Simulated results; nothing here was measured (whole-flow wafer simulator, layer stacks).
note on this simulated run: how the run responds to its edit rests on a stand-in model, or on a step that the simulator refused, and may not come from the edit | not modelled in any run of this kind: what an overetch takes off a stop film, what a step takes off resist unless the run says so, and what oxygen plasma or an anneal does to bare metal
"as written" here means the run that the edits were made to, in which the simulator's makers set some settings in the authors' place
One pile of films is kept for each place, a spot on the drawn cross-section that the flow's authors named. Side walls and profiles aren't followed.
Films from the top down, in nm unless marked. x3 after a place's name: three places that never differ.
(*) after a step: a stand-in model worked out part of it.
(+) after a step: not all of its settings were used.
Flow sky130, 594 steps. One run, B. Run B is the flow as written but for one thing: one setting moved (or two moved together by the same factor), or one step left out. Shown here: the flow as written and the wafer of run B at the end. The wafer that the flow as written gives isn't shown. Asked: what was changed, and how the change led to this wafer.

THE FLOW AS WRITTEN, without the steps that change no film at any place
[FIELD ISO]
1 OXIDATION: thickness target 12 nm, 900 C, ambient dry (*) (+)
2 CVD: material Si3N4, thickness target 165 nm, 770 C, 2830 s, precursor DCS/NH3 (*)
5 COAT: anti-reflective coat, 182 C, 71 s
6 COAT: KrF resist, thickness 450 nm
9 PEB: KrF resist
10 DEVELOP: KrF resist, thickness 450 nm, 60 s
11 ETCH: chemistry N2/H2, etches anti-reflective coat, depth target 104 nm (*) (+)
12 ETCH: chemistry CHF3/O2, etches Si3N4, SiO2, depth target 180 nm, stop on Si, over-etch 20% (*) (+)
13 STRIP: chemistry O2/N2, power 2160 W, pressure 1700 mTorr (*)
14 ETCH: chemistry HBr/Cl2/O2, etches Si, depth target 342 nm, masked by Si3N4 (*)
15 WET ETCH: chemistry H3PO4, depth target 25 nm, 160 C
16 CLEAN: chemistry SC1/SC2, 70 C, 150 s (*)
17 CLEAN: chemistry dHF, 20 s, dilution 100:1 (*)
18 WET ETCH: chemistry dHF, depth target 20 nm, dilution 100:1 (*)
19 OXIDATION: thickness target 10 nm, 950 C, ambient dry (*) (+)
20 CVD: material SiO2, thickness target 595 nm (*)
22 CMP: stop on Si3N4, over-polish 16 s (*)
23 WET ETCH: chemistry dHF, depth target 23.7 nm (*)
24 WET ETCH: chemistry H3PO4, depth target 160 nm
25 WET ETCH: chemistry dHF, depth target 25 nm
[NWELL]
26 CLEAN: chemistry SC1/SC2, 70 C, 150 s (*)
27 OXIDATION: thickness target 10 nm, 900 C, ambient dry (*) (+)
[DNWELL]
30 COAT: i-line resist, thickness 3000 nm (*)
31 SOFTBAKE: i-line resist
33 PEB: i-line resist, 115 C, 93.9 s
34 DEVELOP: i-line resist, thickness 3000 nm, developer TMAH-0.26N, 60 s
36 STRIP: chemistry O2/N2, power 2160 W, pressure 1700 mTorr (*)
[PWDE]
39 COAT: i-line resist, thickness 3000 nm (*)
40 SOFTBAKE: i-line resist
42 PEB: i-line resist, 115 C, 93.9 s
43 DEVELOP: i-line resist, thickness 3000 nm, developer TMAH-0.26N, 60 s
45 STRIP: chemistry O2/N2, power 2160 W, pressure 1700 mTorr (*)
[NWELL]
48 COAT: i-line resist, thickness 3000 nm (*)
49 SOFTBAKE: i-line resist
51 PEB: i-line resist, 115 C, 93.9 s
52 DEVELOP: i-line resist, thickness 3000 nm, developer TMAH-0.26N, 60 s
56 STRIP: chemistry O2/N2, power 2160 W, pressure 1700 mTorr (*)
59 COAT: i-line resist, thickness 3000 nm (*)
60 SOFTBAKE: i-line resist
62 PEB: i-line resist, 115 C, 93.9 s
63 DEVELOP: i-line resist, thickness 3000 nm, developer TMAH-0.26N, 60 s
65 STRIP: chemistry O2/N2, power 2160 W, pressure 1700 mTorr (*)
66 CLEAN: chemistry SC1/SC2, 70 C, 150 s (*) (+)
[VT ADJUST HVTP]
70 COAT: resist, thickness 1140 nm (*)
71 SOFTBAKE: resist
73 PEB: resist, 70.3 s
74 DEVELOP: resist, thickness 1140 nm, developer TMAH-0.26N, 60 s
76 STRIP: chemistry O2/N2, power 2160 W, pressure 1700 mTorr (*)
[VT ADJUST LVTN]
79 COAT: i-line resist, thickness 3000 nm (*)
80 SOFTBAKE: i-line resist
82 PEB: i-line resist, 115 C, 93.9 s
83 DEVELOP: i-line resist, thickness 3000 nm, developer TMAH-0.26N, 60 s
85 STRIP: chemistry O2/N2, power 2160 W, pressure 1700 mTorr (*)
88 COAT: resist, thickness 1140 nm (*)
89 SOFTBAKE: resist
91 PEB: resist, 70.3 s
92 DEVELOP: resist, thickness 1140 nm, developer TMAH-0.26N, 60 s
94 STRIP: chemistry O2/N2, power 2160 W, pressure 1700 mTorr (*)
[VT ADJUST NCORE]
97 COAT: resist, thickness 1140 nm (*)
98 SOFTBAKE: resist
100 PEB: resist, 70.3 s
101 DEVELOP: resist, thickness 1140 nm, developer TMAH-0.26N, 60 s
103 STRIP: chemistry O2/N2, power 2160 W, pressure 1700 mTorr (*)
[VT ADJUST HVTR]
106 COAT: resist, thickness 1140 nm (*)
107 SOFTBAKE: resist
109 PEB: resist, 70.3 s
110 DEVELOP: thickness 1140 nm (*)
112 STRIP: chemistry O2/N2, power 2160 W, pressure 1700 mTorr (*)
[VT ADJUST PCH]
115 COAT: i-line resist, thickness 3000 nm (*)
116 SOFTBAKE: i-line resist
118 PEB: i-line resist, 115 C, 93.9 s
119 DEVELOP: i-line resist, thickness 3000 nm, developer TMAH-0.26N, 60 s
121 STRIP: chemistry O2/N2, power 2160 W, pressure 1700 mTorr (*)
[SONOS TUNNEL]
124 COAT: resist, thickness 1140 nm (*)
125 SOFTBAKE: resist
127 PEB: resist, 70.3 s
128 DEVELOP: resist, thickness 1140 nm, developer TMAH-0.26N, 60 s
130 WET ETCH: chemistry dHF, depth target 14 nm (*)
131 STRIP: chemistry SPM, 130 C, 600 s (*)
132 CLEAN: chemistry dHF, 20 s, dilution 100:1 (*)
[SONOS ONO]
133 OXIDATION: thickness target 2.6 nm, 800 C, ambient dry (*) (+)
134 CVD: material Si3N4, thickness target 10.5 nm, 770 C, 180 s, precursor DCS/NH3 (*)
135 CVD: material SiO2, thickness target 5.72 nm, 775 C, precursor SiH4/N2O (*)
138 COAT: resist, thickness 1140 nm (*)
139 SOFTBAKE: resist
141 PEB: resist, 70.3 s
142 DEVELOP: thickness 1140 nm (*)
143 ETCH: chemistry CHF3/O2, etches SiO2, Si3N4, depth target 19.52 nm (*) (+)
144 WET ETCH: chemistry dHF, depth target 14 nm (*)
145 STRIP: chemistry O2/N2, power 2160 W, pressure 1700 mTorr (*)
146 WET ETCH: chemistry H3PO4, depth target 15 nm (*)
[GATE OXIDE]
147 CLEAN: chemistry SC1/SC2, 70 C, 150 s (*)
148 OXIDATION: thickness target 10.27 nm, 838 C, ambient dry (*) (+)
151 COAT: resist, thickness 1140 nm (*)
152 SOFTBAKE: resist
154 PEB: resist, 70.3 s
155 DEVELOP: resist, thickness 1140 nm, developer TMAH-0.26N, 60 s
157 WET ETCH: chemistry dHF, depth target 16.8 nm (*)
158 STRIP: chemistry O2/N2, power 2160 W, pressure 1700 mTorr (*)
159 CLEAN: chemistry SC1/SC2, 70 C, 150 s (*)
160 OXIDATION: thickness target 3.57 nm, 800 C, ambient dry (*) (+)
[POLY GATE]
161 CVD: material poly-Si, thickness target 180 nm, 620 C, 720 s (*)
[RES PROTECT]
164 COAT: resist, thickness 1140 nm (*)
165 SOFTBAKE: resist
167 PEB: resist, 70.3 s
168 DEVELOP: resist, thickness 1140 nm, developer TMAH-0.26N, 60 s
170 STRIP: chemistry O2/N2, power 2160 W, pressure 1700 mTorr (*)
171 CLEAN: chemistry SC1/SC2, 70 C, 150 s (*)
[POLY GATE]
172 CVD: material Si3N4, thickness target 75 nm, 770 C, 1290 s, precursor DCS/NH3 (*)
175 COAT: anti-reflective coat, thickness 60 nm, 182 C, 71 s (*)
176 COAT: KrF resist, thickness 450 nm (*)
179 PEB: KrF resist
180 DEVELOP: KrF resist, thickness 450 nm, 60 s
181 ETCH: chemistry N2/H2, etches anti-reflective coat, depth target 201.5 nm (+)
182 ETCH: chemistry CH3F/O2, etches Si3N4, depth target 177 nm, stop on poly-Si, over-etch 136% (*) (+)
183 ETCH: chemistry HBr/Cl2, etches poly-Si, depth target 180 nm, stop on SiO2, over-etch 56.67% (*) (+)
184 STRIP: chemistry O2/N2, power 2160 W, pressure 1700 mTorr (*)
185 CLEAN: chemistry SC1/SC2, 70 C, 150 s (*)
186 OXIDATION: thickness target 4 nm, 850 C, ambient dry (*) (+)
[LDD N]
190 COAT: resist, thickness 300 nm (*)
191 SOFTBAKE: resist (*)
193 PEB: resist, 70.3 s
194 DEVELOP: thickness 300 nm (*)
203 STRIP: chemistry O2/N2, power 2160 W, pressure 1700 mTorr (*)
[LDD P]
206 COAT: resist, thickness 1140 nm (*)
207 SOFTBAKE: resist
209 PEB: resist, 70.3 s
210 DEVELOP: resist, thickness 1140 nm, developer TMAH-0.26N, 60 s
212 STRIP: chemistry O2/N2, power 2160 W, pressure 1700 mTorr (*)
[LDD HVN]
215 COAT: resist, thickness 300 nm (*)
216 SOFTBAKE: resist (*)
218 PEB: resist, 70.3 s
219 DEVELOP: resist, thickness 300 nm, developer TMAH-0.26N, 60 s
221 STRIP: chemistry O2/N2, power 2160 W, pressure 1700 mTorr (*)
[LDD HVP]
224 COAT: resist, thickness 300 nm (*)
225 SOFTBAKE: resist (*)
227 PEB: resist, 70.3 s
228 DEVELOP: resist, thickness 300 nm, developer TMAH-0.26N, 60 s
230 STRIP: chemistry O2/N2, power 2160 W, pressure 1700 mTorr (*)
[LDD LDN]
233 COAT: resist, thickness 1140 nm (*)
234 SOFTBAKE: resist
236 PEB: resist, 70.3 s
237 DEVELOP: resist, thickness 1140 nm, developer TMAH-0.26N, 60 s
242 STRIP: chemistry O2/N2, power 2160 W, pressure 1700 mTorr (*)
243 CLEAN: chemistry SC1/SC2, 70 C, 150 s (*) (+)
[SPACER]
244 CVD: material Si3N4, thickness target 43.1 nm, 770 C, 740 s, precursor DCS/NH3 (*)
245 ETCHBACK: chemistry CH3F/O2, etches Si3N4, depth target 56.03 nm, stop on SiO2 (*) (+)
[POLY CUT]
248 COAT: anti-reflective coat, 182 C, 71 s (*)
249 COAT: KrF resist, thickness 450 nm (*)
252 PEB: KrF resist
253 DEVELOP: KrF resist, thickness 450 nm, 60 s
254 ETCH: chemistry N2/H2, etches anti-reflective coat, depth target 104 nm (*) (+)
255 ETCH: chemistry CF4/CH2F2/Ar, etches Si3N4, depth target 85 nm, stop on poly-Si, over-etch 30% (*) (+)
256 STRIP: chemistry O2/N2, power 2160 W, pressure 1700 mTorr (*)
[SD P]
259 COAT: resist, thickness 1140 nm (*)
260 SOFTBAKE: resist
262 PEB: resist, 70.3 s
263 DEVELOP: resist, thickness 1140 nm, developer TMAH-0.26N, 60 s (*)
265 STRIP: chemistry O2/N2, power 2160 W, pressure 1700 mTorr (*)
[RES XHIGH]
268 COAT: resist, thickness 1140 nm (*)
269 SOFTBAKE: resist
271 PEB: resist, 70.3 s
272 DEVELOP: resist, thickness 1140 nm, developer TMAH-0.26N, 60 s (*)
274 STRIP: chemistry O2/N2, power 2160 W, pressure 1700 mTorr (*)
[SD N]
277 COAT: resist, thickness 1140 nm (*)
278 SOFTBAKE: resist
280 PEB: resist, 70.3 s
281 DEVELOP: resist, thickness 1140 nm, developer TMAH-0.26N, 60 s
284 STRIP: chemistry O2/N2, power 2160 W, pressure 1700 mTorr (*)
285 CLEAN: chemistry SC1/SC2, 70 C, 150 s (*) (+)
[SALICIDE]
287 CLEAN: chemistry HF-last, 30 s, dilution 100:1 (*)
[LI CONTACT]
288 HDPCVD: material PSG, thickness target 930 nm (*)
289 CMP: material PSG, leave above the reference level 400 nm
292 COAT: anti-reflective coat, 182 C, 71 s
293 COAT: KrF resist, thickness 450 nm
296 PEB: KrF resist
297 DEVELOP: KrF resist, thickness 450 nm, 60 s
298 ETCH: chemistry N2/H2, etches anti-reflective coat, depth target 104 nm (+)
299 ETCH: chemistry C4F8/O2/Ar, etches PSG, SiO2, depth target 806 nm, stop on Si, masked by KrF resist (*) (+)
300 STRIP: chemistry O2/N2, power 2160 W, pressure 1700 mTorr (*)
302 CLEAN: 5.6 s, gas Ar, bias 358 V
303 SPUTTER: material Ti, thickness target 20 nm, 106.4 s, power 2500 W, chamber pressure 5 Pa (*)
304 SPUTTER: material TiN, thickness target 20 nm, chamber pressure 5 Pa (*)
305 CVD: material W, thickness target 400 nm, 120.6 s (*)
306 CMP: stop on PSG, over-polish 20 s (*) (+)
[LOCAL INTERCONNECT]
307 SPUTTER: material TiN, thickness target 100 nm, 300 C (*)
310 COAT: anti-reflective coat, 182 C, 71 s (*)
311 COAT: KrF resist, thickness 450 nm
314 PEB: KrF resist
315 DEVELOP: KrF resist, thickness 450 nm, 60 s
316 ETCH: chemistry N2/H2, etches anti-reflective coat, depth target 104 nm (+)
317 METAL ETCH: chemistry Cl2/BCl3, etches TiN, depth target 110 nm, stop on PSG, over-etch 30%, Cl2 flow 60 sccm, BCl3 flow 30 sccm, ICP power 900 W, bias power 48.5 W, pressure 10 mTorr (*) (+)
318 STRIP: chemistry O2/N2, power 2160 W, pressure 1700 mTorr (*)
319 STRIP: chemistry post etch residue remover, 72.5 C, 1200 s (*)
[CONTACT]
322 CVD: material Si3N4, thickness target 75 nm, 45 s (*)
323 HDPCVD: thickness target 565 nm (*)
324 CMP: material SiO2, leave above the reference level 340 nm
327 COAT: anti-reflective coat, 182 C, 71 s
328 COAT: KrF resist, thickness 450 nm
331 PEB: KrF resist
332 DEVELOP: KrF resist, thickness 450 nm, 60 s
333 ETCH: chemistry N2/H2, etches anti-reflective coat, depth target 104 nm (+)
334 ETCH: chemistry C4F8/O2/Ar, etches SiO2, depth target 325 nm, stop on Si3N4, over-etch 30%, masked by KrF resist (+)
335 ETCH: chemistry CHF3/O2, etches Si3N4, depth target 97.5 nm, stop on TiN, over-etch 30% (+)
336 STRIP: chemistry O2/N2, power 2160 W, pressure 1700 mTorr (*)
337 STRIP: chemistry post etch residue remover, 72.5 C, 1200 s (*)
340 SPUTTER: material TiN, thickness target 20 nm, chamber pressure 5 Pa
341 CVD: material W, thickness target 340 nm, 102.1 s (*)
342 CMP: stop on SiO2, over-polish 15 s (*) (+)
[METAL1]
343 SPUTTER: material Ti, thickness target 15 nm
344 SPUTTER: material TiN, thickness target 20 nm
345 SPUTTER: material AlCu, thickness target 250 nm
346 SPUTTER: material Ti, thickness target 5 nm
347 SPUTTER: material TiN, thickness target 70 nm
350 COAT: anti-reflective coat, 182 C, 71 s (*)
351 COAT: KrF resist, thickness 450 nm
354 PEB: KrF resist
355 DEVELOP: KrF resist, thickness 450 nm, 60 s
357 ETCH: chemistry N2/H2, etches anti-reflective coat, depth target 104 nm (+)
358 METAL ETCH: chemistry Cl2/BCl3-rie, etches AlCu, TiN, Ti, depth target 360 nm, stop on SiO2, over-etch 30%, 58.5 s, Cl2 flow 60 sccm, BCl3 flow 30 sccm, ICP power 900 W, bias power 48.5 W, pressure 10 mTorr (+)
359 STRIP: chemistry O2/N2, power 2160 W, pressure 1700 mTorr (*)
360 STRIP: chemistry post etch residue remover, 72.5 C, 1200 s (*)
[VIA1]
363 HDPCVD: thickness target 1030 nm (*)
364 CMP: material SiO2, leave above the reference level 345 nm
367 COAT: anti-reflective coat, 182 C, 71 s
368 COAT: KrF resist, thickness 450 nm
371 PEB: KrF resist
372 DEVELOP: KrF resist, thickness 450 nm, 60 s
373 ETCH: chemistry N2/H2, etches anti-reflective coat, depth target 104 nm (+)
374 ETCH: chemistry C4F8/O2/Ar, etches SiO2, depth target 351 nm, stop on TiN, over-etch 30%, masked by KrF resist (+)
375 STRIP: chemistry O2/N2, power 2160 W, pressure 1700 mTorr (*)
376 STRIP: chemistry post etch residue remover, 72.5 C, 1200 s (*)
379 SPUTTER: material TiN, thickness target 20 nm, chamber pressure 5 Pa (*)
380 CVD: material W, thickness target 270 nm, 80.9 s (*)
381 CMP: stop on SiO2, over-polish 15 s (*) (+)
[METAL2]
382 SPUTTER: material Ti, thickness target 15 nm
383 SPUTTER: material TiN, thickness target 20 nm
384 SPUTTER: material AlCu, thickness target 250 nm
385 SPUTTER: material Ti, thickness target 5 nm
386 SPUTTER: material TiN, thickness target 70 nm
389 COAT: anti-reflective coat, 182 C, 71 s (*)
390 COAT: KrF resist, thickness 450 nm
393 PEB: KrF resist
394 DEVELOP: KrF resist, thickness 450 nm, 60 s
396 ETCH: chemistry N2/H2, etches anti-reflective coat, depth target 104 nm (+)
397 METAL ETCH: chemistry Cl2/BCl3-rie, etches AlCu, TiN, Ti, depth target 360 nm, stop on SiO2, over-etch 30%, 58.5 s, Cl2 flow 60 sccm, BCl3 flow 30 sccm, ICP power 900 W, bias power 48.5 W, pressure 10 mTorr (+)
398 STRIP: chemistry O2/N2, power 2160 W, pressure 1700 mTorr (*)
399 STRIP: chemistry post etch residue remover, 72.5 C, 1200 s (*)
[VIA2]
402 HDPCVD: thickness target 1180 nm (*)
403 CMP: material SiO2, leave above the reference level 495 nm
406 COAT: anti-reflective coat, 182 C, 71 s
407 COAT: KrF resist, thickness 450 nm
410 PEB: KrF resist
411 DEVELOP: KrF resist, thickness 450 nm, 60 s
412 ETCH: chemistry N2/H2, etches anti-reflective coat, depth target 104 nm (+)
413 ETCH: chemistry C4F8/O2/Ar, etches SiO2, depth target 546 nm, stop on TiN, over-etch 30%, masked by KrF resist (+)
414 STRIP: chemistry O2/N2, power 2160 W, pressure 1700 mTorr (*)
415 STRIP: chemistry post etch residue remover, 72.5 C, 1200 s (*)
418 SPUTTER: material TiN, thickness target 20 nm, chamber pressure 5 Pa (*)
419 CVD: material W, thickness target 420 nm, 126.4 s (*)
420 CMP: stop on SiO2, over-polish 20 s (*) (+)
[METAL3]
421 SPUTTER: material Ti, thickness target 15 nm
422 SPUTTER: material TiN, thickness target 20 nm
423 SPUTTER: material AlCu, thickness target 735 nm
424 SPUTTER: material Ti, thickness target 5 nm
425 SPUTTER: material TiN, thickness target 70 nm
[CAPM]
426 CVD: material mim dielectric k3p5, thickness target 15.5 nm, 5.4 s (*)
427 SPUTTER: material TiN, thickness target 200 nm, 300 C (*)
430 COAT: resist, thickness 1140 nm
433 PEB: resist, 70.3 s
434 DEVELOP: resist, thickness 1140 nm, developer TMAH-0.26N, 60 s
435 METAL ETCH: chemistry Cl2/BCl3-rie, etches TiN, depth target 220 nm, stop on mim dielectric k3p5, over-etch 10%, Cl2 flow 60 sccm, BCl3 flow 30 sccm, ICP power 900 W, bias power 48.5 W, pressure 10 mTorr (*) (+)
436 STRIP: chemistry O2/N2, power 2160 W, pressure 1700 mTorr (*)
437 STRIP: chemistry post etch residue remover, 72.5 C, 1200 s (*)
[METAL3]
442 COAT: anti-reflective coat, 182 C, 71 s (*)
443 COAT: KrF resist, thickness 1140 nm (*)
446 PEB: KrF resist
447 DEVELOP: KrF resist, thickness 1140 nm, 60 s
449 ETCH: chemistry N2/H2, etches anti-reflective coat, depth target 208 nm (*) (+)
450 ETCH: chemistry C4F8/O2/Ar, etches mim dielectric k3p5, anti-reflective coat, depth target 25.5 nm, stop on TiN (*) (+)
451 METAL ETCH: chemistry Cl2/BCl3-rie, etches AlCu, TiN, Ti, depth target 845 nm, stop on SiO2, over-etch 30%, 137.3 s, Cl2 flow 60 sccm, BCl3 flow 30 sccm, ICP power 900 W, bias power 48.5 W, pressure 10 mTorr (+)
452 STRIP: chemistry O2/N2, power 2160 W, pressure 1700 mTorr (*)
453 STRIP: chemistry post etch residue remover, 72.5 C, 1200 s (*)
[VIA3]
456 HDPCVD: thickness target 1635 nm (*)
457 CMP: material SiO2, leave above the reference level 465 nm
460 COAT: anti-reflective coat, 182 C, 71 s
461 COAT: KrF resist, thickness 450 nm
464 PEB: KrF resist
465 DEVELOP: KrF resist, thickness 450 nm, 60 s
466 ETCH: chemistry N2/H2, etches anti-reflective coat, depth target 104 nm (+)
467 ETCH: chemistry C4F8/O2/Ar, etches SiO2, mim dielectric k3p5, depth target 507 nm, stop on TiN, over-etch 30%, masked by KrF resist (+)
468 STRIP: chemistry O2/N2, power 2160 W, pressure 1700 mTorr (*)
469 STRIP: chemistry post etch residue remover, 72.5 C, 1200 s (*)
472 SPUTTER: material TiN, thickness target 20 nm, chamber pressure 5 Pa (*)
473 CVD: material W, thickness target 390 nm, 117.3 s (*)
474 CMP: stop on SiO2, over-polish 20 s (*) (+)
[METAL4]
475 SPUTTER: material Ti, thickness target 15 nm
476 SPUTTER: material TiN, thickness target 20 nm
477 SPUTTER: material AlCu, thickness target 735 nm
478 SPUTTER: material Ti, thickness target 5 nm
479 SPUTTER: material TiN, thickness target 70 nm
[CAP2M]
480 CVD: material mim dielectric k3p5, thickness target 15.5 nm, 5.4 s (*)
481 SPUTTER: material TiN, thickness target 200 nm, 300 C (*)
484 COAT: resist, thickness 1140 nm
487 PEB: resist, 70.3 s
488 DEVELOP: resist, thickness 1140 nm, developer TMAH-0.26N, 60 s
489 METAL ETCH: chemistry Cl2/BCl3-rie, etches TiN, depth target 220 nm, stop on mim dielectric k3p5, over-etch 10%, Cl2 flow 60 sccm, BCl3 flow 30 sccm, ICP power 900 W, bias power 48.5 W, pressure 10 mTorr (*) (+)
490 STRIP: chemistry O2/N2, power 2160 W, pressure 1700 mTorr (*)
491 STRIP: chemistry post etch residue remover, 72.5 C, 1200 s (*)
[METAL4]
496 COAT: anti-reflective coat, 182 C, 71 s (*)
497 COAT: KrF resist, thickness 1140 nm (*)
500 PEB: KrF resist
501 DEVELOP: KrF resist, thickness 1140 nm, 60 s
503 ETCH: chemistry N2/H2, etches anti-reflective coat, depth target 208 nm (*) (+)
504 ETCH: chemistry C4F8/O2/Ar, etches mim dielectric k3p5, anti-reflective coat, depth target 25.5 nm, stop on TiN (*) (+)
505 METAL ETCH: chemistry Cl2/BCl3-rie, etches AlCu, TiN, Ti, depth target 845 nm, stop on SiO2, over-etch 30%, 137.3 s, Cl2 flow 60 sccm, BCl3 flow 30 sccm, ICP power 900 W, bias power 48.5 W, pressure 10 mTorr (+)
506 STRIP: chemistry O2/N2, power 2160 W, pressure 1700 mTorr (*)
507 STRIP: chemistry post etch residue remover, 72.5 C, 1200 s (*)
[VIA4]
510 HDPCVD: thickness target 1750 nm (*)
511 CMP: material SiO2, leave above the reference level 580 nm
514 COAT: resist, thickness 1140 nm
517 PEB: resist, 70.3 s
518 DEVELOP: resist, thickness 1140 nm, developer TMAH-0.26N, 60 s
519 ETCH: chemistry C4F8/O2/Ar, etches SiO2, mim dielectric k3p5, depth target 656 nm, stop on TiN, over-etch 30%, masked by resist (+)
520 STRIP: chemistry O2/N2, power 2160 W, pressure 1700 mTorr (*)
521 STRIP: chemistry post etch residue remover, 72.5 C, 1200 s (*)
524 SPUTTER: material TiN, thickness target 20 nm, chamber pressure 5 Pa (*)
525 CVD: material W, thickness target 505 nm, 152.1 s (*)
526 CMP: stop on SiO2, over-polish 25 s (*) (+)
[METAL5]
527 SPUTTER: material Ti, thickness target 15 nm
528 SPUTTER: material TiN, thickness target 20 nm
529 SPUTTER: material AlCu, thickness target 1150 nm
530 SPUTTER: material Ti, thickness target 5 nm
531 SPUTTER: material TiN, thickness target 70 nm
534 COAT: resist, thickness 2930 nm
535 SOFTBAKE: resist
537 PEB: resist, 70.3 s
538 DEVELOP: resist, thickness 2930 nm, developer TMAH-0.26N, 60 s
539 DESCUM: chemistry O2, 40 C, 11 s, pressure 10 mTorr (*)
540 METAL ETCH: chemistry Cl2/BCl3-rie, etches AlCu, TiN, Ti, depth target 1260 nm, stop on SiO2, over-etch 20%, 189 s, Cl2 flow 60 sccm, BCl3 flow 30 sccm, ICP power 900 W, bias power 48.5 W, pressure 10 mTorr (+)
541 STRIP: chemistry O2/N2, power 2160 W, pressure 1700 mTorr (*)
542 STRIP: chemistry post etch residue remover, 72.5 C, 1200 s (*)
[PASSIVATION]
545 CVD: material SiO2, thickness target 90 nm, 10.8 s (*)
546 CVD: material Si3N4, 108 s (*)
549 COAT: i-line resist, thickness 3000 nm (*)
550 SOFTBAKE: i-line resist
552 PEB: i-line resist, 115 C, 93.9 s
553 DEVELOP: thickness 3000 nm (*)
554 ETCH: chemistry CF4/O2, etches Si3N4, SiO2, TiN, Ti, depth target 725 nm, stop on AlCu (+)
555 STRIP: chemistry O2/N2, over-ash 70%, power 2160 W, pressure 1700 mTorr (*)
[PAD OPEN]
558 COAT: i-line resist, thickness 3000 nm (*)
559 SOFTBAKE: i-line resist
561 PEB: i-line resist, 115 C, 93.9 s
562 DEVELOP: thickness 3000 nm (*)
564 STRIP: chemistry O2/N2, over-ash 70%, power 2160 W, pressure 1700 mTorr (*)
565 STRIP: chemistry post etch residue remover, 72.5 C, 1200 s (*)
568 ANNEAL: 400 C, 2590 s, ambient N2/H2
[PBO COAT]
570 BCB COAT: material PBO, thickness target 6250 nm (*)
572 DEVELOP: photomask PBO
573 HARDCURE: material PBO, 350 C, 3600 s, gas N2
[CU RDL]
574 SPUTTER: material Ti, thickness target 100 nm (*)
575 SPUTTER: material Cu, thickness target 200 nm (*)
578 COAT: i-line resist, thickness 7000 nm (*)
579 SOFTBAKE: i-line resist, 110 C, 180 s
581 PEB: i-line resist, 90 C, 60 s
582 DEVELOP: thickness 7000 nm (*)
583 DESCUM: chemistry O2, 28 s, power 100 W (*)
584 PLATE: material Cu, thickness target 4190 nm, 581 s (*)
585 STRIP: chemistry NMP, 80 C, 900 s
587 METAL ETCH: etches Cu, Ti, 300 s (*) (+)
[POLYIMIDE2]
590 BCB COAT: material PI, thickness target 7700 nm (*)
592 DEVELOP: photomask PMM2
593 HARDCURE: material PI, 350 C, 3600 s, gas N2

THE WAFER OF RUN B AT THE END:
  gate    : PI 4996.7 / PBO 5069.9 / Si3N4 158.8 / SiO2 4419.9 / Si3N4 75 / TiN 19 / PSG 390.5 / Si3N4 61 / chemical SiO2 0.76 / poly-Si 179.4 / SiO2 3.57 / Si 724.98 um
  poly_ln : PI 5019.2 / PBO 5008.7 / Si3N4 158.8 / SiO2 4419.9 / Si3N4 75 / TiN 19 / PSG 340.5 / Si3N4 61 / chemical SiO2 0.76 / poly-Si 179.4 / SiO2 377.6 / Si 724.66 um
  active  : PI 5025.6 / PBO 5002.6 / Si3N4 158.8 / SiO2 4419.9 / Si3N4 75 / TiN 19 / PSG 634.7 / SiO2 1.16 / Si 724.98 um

The cause: step 316, ETCH: depth target 59.3 nm was run, where the flow has depth target 104 nm.

How the change led to this, step by step:
  316 ETCH: chemistry N2/H2, etches anti-reflective coat, depth target 104 nm (+)
      field, active, gate and 87 more: anti-reflective coat -59.3 (as written it would be: anti-reflective coat -80 (all of it), TiN -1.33)
      rpo_hd: anti-reflective coat -59.3 (as written it would be: anti-reflective coat -80 (all of it), TiN -1.34)
      (and at 100 more places)
  317 METAL ETCH: chemistry Cl2/BCl3, etches TiN, depth target 110 nm, stop on PSG, over-etch 30%, Cl2 flow 60 sccm, BCl3 flow 30 sccm, ICP power 900 W, bias power 48.5 W, pressure 10 mTorr (*) (+)
      field, active, gate and 84 more: anti-reflective coat -20.7 (all of it), TiN -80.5 (as written it would be: TiN -98.7 (all of it))
      rpo_hd, rpm_encl, rpm_encl_psd, iso_guard_nsd_tip: anti-reflective coat -20.7 (all of it), TiN -80.6 (as written it would be: TiN -98.7 (all of it))
  318 STRIP: chemistry O2/N2, power 2160 W, pressure 1700 mTorr (*)
      n_well, p_well, gate_hv and 93 more: KrF resist -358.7 (all of it), anti-reflective coat -80 (all of it) (as written it would be: KrF resist -333.8 (all of it), anti-reflective coat -80 (all of it))
      poly_licon, ndiff_licon, ndiff_licon_cpp, rpo_hd_licon: KrF resist -358.7 (all of it), anti-reflective coat -80.5 (all of it) (as written it would be: KrF resist -333.9 (all of it), anti-reflective coat -80.5 (all of it))
  324 CMP: material SiO2, leave above the reference level 340 nm
      field, active, gate and 84 more: SiO2 -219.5 (as written it would be: SiO2 -200.4)
      rpo_hd, rpm_encl, rpm_encl_psd, iso_guard_nsd_tip: SiO2 -219.4 (as written it would be: SiO2 -200.4)
Counting metal films that touch as one body, gate has 1 body; the flow as written gives 0 bodies.
Counting metal films that touch as one body, poly_ln has 1 body; the flow as written gives 0 bodies.
Counting metal films that touch as one body, active has 1 body; the flow as written gives 0 bodies.
